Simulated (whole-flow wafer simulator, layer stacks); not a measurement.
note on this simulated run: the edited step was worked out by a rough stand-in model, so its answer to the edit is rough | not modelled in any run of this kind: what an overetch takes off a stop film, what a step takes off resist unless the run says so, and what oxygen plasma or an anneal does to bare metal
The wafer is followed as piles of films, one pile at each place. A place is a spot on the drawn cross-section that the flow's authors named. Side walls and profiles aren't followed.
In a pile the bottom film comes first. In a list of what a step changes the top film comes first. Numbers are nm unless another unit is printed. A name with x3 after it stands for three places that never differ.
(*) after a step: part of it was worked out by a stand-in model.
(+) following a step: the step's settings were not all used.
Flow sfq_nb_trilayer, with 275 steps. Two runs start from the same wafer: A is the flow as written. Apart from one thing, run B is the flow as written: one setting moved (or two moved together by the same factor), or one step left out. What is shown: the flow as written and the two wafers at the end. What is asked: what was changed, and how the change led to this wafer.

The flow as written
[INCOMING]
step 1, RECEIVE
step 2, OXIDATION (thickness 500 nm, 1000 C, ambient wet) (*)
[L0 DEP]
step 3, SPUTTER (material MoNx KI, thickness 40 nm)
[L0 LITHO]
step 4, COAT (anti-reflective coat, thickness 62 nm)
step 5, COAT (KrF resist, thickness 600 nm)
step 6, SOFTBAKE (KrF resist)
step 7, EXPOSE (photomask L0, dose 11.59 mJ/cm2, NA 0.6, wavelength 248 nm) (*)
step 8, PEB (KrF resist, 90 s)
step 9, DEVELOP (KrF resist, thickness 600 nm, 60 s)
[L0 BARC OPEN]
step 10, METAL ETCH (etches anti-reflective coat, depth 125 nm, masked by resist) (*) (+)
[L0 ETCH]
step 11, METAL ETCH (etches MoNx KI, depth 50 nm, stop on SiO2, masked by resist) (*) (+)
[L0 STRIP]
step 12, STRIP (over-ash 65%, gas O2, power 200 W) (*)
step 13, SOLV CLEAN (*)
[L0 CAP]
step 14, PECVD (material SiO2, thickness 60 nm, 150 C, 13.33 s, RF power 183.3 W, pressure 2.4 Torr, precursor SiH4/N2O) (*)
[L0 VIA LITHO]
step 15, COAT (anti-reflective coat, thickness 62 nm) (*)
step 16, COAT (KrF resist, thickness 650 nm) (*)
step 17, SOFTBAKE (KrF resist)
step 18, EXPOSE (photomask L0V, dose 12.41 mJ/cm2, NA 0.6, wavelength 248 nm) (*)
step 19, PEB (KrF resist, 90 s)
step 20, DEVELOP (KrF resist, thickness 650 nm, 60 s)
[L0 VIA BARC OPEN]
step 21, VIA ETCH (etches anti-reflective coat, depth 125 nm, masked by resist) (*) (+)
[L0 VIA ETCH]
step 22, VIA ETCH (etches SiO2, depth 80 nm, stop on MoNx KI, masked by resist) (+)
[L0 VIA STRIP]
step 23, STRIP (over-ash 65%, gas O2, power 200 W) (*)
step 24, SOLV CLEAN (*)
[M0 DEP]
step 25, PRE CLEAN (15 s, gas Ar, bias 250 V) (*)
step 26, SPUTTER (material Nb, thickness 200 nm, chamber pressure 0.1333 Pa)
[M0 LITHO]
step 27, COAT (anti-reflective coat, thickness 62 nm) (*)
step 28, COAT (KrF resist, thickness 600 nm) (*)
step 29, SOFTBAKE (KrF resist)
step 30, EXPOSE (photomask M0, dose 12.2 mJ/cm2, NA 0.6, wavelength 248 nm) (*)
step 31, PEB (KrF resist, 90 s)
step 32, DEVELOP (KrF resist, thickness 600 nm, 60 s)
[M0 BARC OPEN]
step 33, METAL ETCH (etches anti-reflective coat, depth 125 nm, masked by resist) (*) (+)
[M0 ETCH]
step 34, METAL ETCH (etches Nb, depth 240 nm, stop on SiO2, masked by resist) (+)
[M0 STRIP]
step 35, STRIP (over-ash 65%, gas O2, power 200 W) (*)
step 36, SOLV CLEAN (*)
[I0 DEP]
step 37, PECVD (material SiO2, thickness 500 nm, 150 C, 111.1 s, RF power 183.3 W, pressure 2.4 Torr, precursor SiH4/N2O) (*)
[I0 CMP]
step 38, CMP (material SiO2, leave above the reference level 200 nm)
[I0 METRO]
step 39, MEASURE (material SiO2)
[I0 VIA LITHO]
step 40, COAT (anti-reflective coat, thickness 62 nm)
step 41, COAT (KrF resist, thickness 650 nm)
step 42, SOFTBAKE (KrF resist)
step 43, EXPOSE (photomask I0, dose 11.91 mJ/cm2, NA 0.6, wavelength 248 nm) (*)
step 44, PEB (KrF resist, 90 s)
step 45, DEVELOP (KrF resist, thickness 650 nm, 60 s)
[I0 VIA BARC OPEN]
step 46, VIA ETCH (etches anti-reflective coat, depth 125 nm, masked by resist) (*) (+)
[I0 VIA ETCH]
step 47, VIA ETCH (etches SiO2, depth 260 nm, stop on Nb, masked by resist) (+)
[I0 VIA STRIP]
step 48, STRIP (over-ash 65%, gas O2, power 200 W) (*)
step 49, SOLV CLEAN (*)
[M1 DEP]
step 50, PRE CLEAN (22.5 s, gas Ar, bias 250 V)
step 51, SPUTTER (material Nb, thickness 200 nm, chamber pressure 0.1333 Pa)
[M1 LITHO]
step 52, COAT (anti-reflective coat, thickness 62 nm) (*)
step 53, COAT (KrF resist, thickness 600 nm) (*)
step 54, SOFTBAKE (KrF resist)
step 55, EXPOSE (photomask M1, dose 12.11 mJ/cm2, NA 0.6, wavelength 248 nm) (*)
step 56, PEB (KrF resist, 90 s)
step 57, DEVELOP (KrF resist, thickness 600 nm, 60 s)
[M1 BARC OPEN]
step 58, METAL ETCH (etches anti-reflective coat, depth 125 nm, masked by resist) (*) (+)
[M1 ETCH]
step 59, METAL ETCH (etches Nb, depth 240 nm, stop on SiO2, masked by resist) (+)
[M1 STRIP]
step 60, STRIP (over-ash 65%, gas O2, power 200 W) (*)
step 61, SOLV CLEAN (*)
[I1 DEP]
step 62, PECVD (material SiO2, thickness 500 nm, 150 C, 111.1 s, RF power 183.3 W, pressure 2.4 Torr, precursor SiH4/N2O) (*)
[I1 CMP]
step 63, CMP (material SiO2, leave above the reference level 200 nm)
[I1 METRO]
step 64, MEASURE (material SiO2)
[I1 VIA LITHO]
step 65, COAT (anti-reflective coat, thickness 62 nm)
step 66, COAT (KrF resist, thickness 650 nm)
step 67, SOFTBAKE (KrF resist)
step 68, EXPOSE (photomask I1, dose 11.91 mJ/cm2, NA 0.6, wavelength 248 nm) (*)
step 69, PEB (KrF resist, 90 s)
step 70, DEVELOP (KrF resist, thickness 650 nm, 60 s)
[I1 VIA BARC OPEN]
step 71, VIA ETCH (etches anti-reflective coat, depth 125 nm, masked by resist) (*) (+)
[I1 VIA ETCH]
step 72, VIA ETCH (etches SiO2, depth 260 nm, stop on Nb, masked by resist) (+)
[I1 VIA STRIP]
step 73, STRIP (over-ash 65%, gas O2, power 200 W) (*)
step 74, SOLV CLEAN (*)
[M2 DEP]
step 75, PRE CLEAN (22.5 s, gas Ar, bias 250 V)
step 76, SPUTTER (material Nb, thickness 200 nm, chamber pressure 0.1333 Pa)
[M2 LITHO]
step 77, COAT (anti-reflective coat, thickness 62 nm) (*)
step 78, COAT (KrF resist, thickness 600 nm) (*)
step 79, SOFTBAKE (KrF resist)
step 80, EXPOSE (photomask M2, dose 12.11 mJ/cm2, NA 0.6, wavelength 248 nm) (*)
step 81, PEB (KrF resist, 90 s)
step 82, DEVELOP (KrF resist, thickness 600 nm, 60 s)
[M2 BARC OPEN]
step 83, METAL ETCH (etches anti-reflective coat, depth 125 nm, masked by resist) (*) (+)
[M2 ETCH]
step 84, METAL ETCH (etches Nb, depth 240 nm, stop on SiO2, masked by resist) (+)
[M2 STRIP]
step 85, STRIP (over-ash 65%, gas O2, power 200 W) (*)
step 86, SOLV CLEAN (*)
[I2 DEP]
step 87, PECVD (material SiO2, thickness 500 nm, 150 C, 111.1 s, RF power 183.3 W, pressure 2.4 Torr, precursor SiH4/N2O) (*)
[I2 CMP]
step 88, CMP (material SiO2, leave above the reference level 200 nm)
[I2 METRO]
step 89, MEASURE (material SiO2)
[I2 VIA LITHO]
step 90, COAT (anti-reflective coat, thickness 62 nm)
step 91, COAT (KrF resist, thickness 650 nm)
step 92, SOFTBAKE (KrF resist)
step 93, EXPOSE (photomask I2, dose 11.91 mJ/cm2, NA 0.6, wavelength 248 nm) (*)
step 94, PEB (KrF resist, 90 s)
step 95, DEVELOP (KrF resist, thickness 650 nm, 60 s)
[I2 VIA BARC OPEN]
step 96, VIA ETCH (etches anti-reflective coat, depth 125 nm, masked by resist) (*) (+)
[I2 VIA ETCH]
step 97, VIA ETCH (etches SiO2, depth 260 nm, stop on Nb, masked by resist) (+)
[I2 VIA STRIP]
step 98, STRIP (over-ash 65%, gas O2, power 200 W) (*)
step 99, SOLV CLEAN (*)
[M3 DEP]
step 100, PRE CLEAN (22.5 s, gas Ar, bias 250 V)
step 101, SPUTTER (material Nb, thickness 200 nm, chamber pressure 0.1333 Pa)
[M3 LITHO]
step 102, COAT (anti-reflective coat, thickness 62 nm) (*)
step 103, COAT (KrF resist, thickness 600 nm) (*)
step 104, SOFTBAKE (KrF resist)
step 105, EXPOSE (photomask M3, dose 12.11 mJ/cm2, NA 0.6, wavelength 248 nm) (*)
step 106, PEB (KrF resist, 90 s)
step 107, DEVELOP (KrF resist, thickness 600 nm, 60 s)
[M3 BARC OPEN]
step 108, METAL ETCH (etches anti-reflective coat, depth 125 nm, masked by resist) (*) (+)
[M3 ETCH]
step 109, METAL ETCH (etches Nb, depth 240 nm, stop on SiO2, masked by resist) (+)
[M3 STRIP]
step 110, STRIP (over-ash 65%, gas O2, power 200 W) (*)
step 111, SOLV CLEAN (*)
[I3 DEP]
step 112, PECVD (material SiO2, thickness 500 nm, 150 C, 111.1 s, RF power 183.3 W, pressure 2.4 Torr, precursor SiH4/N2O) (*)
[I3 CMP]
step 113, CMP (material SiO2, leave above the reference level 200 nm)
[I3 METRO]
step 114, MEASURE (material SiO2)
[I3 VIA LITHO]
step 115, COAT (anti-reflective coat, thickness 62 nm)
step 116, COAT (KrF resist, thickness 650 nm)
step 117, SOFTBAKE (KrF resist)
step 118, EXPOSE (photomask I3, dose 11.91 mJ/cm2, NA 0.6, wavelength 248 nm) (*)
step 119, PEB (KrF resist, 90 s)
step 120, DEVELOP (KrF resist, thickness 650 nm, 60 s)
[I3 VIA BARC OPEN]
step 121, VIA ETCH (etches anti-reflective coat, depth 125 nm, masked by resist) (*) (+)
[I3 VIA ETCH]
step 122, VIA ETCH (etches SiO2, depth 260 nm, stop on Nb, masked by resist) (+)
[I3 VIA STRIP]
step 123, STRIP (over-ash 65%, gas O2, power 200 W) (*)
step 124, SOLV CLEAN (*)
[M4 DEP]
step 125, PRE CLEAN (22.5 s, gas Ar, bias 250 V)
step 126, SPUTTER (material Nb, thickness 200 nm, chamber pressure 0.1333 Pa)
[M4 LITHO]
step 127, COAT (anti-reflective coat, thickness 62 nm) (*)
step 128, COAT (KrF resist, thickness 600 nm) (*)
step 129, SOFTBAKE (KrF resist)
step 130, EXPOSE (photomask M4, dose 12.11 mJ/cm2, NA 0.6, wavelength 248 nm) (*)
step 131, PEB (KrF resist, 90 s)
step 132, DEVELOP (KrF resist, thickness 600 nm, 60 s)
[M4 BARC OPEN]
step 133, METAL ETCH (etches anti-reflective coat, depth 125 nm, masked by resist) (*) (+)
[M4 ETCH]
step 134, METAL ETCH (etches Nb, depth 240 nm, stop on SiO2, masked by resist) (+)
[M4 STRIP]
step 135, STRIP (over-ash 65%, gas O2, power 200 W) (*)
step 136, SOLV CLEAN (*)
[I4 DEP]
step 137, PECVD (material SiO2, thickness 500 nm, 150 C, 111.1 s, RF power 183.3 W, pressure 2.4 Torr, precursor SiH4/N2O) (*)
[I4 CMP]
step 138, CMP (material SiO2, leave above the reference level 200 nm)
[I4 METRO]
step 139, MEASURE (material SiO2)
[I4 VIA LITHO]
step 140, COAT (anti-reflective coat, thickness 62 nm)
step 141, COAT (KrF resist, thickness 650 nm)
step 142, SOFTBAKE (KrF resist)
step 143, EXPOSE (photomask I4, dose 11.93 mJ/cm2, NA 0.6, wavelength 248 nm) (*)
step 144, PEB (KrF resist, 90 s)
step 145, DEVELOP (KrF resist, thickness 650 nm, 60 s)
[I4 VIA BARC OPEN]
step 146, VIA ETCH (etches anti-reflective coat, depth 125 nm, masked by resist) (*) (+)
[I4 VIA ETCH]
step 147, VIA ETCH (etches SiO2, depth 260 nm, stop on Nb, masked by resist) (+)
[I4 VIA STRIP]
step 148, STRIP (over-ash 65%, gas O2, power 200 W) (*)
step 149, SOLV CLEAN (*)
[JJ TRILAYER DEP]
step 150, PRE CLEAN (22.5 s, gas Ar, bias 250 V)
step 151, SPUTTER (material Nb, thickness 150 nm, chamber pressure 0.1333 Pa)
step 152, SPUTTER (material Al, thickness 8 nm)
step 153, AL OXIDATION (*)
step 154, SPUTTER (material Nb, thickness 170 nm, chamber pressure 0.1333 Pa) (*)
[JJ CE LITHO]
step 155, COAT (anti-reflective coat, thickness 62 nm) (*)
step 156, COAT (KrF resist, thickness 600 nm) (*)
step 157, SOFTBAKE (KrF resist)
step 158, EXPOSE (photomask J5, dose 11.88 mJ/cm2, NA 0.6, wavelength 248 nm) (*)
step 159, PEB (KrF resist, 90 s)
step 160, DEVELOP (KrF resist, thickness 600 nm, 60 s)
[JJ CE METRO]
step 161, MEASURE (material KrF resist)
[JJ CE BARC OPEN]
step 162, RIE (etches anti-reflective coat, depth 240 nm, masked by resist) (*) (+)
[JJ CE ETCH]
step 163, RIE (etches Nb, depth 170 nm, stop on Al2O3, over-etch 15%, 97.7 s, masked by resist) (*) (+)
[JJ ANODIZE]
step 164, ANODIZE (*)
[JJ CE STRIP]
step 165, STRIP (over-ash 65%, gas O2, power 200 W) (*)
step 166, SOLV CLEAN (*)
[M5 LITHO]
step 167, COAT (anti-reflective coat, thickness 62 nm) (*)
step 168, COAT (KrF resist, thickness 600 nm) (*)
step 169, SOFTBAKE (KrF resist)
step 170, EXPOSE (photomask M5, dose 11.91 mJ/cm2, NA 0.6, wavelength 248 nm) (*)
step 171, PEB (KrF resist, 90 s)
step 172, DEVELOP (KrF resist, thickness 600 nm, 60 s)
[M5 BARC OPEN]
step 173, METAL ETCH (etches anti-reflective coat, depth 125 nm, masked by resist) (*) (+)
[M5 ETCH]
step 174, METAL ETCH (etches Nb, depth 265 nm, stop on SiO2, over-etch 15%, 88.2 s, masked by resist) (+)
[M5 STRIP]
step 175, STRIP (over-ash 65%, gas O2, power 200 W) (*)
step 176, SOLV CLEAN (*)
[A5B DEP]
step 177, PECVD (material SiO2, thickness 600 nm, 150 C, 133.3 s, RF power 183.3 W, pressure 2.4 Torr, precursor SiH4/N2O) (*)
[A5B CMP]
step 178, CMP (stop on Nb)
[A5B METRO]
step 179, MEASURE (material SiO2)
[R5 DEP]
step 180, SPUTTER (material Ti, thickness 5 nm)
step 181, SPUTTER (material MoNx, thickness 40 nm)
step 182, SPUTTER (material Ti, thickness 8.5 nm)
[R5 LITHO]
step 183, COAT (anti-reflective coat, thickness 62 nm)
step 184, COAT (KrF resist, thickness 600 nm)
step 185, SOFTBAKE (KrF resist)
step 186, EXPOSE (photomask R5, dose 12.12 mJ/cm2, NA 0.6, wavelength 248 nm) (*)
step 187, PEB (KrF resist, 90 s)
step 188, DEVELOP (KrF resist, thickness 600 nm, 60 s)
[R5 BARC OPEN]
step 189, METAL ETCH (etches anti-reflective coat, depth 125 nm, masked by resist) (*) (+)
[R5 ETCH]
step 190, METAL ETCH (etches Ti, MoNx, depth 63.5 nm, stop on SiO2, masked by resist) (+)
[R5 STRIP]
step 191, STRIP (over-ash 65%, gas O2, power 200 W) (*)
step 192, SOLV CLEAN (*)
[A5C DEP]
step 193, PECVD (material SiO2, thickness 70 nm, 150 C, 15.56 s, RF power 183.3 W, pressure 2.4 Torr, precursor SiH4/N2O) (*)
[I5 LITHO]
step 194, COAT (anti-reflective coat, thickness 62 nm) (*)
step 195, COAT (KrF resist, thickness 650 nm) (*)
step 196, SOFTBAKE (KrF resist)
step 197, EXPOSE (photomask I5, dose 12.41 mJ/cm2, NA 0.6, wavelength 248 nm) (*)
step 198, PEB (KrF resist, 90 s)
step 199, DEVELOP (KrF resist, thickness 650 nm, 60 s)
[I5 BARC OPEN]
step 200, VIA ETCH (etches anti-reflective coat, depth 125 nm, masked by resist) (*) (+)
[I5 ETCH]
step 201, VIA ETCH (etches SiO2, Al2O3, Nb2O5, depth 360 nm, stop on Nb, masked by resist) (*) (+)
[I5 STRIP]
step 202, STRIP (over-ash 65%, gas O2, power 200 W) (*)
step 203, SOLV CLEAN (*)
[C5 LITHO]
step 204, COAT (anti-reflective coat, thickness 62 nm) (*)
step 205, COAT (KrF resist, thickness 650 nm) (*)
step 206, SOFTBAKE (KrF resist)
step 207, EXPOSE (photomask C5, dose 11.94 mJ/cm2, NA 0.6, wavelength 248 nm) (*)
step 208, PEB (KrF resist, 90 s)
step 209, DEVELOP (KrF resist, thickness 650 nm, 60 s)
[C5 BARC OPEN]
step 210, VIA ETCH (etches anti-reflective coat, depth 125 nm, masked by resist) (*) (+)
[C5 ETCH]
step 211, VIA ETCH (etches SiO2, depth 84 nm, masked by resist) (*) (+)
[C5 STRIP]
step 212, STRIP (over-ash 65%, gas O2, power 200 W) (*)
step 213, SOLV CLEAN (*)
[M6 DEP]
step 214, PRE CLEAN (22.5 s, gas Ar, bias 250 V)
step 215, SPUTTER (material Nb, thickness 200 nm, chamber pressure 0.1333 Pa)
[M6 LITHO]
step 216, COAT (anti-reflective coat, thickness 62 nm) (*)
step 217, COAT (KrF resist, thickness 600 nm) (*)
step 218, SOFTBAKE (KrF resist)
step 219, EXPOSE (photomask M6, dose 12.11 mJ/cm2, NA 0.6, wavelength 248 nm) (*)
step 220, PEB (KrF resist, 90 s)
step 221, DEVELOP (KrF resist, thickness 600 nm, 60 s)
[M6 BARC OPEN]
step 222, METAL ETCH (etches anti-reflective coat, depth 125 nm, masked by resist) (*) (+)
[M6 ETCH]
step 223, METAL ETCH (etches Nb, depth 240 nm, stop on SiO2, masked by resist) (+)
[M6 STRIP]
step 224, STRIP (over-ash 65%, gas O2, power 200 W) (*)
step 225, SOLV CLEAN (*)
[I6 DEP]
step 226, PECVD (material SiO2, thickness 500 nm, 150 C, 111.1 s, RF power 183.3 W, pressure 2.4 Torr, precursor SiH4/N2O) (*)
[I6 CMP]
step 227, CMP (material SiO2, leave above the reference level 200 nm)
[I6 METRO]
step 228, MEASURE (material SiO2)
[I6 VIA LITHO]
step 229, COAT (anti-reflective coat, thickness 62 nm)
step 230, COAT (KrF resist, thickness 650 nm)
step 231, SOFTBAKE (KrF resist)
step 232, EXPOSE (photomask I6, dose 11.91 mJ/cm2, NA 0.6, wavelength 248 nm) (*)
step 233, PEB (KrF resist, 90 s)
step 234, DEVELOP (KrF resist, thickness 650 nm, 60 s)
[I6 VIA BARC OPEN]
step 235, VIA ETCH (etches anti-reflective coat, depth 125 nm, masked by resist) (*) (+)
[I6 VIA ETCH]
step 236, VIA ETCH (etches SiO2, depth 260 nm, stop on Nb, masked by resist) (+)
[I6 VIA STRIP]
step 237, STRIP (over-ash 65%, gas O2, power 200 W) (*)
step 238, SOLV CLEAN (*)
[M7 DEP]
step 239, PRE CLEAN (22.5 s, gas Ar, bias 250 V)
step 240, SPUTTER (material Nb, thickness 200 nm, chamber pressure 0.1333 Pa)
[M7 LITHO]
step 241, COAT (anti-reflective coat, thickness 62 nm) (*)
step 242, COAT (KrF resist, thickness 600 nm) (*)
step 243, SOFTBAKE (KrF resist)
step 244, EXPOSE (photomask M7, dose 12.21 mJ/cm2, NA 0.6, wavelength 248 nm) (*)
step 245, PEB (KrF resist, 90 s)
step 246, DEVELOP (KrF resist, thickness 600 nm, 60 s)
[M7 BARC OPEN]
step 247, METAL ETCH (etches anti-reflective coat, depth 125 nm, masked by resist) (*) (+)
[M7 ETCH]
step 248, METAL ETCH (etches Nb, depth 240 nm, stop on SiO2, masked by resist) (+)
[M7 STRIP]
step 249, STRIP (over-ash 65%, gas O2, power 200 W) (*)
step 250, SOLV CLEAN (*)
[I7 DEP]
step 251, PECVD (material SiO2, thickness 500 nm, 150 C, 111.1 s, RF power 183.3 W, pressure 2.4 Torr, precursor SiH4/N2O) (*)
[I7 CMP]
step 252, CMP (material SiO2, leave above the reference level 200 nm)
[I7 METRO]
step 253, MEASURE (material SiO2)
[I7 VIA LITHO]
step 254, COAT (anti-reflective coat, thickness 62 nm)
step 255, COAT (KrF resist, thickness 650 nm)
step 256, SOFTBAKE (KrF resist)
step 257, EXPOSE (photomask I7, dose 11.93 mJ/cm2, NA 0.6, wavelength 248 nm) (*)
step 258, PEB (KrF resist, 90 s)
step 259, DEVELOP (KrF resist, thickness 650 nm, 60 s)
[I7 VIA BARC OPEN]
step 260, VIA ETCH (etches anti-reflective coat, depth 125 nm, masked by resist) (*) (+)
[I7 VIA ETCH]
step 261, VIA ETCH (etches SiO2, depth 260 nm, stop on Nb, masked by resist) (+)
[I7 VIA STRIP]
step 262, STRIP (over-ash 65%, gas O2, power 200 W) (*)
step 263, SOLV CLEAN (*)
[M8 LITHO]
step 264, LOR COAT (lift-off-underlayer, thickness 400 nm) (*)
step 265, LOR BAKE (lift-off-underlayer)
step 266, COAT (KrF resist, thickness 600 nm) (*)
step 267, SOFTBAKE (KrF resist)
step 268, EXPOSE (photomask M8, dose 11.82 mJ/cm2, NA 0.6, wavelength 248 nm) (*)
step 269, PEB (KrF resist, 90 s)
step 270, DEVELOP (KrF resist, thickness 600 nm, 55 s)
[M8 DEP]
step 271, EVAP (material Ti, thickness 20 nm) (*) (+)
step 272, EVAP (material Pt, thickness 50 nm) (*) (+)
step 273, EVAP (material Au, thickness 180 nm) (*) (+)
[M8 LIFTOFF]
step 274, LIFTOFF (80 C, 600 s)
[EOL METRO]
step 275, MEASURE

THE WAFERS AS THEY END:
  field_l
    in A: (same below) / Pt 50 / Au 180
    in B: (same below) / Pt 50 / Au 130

Cause: step 273, EVAP: thickness 130 nm was run, while the flow as written has thickness 180 nm.
One can read it off the wafer: field_l has Au 130, and step 273 as written asks for 180 nm.

How this came from the change, step by step:
  step 273, EVAP (material Au, thickness 180 nm) (*) (+)
      field_l, v_sur, via_wl and 103 more: A +180 Au (new film) | B +130 Au (new film)
  step 274, LIFTOFF (80 C, 600 s)
      p4_fl, p4_fm, p4_w1 and 71 more: A -180 Au (all of it), -50 Pt (all of it), -20 Ti (all of it), -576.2 KrF resist (all of it), -400 lift-off-underlayer (all of it) | B -130 Au (all of it), -50 Pt (all of it), -20 Ti (all of it), -576.2 KrF resist (all of it), -400 lift-off-underlayer (all of it)
      c5j, ce_r: A -180 Au (all of it), -50 Pt (all of it), -20 Ti (all of it), -573.3 KrF resist (all of it), -399.3 lift-off-underlayer (all of it) | B -130 Au (all of it), -50 Pt (all of it), -20 Ti (all of it), -573.3 KrF resist (all of it), -399.3 lift-off-underlayer (all of it)
      (and at 19 other places as well)
